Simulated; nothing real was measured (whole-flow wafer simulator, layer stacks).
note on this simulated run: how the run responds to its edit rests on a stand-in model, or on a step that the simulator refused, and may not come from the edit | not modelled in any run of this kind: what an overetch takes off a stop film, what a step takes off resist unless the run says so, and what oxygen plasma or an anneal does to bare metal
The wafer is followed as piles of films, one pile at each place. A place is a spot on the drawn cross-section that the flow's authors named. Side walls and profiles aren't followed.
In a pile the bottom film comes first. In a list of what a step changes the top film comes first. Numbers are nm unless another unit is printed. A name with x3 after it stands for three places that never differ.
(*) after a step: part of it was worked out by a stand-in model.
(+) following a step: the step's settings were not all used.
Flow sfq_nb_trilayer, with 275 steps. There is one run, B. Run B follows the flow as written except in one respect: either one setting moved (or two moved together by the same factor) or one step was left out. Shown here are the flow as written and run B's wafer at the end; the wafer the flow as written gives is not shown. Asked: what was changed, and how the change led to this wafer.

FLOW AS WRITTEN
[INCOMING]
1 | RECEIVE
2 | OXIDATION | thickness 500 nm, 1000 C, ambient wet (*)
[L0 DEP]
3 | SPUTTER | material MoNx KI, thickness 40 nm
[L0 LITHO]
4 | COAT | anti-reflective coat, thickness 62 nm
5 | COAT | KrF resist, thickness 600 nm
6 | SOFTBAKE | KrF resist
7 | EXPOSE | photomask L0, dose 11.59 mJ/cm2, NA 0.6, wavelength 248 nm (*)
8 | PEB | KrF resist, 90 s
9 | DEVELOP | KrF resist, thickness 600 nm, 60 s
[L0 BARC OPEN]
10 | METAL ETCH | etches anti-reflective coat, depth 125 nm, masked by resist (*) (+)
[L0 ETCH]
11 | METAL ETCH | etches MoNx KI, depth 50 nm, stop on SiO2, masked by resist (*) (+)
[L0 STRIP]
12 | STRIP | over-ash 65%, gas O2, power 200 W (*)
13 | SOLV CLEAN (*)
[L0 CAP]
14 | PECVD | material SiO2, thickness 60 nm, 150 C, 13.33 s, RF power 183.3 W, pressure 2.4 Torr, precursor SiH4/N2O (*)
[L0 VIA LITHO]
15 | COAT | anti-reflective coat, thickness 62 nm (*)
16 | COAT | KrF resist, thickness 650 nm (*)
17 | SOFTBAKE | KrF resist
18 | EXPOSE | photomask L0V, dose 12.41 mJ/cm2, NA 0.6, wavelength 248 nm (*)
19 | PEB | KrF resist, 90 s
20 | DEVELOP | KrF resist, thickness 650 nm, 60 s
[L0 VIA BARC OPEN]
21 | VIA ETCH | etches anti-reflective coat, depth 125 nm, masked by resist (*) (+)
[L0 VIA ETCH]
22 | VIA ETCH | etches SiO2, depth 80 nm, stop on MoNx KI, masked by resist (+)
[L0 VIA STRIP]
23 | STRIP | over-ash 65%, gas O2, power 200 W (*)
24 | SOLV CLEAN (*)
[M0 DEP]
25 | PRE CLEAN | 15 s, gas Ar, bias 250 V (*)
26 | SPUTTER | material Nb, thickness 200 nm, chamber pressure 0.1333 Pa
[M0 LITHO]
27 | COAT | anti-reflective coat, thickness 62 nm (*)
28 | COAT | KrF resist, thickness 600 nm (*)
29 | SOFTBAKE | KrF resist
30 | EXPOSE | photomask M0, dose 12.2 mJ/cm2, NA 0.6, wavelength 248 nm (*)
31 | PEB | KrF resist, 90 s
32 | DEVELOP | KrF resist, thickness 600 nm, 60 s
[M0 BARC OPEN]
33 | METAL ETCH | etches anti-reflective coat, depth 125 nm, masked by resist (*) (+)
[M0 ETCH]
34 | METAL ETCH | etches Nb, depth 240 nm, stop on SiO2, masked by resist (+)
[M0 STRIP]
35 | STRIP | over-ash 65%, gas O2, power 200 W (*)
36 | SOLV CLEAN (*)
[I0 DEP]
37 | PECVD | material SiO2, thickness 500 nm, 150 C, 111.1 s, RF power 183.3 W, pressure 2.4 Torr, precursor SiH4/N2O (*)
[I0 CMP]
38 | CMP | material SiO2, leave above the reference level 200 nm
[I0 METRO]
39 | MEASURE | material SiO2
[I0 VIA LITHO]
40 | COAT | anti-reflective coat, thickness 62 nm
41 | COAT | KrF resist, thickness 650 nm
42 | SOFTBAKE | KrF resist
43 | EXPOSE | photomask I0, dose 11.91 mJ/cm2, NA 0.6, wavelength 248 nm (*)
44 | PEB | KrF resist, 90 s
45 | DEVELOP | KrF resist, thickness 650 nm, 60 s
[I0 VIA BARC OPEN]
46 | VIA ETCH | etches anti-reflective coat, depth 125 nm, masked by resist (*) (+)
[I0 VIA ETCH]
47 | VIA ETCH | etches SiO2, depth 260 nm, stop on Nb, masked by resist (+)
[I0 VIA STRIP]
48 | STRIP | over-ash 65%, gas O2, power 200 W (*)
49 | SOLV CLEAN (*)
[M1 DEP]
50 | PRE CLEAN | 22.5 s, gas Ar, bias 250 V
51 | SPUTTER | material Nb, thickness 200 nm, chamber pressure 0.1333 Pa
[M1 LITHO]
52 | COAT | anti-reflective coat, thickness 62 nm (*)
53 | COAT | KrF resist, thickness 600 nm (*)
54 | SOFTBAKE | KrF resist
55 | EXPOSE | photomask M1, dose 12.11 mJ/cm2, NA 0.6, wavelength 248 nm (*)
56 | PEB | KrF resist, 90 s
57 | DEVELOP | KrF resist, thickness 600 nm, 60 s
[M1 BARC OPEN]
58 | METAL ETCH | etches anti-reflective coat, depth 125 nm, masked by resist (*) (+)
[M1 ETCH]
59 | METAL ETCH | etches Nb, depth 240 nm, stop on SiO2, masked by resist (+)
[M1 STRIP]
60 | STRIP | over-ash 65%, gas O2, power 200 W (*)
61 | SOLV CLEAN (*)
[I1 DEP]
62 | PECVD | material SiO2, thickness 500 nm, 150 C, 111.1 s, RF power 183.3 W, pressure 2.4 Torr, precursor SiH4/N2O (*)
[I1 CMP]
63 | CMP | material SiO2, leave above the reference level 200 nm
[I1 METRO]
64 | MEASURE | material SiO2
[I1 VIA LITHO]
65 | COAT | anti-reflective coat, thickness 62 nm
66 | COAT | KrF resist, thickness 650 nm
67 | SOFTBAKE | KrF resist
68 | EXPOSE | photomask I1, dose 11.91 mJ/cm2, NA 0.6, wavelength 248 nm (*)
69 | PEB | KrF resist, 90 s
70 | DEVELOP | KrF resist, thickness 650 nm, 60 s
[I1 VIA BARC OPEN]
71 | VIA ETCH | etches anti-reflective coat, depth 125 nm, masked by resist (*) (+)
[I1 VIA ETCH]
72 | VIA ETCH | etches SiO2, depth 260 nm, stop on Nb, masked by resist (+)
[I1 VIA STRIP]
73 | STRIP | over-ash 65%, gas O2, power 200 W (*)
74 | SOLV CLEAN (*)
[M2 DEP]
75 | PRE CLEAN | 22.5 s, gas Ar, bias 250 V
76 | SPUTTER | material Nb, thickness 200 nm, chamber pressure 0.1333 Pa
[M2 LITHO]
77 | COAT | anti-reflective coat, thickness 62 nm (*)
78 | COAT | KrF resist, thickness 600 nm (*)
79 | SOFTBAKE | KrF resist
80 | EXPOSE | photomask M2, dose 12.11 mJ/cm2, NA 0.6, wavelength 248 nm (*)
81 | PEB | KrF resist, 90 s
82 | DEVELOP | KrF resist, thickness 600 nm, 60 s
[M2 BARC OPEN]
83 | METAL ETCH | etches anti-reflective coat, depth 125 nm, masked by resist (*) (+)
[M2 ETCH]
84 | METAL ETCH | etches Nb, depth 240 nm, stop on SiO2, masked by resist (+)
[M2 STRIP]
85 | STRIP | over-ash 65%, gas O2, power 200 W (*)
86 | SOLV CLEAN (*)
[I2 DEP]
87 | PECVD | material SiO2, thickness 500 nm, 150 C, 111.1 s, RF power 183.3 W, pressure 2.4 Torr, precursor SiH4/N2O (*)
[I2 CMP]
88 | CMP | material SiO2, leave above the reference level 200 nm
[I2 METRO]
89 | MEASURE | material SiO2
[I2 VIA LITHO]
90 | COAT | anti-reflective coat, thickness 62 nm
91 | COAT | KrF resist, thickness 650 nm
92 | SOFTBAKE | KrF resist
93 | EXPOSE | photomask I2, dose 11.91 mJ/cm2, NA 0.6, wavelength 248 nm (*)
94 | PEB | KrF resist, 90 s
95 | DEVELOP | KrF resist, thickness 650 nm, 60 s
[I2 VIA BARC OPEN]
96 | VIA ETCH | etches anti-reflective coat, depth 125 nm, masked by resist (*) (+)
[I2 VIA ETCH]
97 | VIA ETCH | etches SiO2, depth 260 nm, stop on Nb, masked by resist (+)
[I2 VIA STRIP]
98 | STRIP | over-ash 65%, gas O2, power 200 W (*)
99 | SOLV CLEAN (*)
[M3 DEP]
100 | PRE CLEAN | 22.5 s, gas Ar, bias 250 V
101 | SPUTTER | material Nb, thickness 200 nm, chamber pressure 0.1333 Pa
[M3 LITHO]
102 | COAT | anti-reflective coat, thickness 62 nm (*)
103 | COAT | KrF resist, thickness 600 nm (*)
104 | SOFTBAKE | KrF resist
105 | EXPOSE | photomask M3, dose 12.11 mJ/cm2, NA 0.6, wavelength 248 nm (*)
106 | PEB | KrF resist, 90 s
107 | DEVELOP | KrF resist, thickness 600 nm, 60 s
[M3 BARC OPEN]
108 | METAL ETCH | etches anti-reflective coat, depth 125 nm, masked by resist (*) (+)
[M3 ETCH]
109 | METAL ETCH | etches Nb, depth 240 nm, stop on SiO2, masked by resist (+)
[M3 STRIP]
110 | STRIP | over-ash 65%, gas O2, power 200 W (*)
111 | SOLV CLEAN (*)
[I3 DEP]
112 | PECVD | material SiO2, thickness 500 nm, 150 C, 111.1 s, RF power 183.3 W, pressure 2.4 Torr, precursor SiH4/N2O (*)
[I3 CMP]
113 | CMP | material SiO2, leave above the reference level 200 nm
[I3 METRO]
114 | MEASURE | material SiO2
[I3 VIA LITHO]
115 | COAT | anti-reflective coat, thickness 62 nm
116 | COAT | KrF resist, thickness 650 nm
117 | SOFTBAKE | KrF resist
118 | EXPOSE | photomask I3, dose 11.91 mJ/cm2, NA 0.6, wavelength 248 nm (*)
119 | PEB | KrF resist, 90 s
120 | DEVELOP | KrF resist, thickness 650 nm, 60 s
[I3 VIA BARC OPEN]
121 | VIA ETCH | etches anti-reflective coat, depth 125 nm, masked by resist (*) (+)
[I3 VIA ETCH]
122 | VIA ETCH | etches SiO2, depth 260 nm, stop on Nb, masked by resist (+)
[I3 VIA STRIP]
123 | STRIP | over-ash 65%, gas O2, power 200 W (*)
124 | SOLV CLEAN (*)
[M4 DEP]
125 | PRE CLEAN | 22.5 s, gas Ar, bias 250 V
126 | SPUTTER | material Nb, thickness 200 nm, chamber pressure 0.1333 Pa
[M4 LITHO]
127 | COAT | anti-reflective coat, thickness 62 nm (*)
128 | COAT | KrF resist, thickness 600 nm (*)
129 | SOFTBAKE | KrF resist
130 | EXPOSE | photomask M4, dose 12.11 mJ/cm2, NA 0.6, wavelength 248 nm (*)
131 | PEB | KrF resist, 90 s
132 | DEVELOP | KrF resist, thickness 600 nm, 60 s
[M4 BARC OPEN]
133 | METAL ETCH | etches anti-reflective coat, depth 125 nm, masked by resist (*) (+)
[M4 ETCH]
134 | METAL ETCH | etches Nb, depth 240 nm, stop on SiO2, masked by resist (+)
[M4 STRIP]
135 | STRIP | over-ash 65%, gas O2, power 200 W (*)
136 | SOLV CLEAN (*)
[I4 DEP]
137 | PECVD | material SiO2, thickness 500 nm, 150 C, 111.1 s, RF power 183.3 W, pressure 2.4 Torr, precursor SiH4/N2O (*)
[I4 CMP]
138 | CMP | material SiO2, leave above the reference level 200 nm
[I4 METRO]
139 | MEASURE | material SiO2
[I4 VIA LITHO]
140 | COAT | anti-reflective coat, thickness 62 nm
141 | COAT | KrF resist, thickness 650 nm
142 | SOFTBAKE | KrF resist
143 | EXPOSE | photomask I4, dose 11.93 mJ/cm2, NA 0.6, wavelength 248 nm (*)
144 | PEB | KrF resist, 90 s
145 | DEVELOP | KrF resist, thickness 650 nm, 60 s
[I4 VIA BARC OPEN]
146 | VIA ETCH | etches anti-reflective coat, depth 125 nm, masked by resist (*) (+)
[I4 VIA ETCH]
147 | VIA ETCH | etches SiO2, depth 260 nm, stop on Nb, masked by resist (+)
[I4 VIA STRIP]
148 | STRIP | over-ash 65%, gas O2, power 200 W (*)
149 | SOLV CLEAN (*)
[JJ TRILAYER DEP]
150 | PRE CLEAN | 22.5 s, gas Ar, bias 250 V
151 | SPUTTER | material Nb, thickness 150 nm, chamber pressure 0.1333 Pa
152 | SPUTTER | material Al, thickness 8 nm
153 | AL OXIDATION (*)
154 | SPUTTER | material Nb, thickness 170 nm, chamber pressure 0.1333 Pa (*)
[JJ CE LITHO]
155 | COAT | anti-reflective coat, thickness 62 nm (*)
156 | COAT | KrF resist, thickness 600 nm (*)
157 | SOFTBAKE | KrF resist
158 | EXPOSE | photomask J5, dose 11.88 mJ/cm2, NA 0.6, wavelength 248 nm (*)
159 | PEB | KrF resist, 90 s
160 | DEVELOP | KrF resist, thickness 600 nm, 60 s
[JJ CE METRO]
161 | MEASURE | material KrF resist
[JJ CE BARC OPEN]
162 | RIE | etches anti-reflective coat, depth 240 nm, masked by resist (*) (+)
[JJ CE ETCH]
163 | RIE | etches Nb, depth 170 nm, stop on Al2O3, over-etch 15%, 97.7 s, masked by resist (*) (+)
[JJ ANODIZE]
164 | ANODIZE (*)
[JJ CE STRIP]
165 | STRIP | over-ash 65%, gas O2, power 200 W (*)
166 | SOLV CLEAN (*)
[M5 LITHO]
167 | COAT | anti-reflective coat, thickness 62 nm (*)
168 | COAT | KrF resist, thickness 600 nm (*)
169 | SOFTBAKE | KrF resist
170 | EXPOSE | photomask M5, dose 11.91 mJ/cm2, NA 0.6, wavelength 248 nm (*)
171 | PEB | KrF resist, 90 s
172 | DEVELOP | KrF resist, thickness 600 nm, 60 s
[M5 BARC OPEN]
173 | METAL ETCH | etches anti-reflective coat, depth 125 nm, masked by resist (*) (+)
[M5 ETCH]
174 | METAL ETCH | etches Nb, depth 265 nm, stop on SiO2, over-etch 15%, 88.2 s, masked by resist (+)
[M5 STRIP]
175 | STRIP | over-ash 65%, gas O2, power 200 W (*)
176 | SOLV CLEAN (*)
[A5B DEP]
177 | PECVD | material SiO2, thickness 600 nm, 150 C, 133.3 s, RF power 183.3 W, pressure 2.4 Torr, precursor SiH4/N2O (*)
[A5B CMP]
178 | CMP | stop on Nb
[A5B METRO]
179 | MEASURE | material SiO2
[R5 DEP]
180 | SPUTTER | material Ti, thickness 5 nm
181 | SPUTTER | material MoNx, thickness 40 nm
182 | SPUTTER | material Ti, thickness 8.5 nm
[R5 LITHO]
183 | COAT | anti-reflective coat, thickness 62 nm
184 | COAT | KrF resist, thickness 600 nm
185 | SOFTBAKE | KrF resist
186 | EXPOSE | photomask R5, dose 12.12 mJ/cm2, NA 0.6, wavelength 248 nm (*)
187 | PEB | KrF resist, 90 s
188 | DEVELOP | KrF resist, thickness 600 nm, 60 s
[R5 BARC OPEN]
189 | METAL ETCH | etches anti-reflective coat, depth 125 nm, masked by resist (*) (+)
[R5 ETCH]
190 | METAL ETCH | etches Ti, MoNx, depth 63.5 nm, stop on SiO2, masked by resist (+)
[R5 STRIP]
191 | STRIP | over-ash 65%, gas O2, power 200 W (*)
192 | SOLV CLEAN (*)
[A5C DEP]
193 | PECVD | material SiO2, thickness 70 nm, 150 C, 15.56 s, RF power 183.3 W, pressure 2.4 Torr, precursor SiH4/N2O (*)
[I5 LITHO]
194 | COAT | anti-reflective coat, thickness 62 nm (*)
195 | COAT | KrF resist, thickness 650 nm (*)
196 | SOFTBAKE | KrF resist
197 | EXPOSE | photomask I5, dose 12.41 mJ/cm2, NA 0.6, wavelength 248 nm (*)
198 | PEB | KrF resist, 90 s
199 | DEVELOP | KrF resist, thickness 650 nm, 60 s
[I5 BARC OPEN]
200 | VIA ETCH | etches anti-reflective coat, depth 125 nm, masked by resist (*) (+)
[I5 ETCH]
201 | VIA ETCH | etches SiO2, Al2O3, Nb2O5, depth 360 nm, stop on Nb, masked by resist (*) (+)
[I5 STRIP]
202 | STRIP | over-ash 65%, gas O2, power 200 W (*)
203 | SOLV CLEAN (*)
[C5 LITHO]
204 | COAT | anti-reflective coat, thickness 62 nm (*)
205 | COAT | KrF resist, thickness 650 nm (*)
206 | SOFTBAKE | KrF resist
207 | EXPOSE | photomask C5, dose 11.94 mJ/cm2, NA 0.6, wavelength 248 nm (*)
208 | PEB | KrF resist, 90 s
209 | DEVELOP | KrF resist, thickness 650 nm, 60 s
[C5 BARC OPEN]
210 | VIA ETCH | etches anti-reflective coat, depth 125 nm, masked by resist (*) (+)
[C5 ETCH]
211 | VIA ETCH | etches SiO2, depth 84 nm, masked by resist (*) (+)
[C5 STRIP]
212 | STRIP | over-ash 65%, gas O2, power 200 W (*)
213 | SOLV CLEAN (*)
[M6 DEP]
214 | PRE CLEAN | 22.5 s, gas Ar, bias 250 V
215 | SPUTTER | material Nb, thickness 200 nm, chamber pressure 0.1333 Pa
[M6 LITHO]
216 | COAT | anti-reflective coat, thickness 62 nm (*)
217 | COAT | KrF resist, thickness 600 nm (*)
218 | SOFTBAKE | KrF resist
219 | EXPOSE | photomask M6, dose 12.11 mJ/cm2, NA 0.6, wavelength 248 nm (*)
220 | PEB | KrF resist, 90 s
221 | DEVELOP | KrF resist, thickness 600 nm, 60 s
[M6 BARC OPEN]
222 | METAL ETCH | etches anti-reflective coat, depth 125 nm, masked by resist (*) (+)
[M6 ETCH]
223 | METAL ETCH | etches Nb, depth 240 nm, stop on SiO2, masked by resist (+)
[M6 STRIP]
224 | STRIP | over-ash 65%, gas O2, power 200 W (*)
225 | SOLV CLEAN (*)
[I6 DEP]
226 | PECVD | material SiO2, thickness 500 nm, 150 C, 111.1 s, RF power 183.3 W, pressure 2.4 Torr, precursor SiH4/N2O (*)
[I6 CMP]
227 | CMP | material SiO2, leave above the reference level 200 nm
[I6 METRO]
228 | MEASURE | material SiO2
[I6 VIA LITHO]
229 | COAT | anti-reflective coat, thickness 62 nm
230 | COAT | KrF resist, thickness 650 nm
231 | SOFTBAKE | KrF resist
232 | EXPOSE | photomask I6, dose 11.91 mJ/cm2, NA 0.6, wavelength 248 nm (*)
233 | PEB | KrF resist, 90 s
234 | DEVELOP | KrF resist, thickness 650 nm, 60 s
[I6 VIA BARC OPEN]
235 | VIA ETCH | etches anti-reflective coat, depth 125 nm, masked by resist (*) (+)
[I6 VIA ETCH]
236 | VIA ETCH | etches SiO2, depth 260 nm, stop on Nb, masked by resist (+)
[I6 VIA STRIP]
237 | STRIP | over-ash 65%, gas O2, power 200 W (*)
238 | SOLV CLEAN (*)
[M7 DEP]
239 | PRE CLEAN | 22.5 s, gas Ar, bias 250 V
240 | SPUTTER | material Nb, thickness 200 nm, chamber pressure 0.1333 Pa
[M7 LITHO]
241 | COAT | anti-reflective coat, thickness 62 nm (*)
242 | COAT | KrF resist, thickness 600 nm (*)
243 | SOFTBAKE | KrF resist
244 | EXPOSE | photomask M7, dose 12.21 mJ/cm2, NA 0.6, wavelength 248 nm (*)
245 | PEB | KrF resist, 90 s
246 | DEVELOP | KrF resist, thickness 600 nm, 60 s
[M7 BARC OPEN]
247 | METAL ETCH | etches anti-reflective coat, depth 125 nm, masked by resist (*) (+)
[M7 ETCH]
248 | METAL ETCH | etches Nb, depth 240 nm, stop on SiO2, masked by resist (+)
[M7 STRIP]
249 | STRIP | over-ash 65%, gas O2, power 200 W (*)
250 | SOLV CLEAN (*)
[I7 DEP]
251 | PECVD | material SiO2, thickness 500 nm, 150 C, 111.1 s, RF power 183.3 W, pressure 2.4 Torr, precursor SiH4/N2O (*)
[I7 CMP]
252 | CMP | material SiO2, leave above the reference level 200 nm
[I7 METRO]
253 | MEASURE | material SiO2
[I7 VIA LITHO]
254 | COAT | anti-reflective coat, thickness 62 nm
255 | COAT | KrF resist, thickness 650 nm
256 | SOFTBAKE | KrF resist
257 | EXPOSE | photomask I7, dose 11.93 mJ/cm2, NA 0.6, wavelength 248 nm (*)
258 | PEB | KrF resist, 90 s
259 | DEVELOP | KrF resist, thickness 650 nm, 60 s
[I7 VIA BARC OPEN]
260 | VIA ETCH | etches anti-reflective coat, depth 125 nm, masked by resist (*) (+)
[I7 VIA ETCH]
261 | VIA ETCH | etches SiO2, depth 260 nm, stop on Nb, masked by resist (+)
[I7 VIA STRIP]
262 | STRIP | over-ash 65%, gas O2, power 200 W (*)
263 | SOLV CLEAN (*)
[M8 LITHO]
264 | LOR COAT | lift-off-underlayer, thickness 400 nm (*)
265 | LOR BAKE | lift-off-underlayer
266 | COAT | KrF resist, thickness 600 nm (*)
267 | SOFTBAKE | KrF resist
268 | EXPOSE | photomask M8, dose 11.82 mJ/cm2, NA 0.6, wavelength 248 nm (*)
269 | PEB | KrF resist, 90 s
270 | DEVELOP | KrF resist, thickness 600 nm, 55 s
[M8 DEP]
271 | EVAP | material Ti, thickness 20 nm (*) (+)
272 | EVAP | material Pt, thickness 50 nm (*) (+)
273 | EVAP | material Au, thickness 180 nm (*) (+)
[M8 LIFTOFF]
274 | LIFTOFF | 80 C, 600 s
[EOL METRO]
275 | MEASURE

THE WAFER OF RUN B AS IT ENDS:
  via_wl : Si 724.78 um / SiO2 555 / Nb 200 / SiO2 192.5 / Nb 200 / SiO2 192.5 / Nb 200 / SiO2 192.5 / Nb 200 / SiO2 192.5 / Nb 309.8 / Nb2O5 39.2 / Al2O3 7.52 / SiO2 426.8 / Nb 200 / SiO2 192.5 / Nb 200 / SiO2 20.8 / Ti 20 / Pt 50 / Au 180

The reason: step 261, VIA ETCH: depth 179 nm was run, while the flow as written has depth 260 nm.

The path from the change to this, step by step:
  261 | VIA ETCH | etches SiO2, depth 260 nm, stop on Nb, masked by resist (+)
      via_wl, via_w, via_wr: -179 SiO2 (as written it would have been: -199.8 SiO2 (all of it))
      field_l, v_sur, via_sp and 100 more: -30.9 KrF resist (as written it would have been: -44.8 KrF resist)
  262 | STRIP | over-ash 65%, gas O2, power 200 W (*)
      field_l, v_sur, via_sp and 100 more: -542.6 KrF resist (all of it), -62 anti-reflective coat (all of it) (as written it would have been: -528.6 KrF resist (all of it), -62 anti-reflective coat (all of it))
  264 | LOR COAT | lift-off-underlayer, thickness 400 nm (*)
      via_wl, via_wr: +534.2 lift-off-underlayer (new film) (as written it would have been: +549.8 lift-off-underlayer (new film))
      via_w: +522.2 lift-off-underlayer (new film) (as written it would have been: +536.4 lift-off-underlayer (new film))
  270 | DEVELOP | KrF resist, thickness 600 nm, 55 s
      via_wl: -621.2 KrF resist (all of it), -534.2 lift-off-underlayer (all of it) (as written it would have been: -623.9 KrF resist (all of it), -549.8 lift-off-underlayer (all of it))
      via_w: -631.6 KrF resist (all of it), -522.2 lift-off-underlayer (all of it) (as written it would have been: -635.4 KrF resist (all of it), -536.4 lift-off-underlayer (all of it))
      (and at 1 other place as well)
If metal films that touch count as one body, via_wl has 8 bodies (between them, from the top down: SiO2 20.8; SiO2 192.5; SiO2 426.8 / Al2O3 7.52 / Nb2O5 39.2; SiO2 192.5; SiO2 192.5; SiO2 192.5; SiO2 192.5); the flow as written gives 7 bodies (between them, from the top down: SiO2 192.5; SiO2 426.8 / Al2O3 7.52 / Nb2O5 39.2; SiO2 192.5; SiO2 192.5; SiO2 192.5; SiO2 192.5).
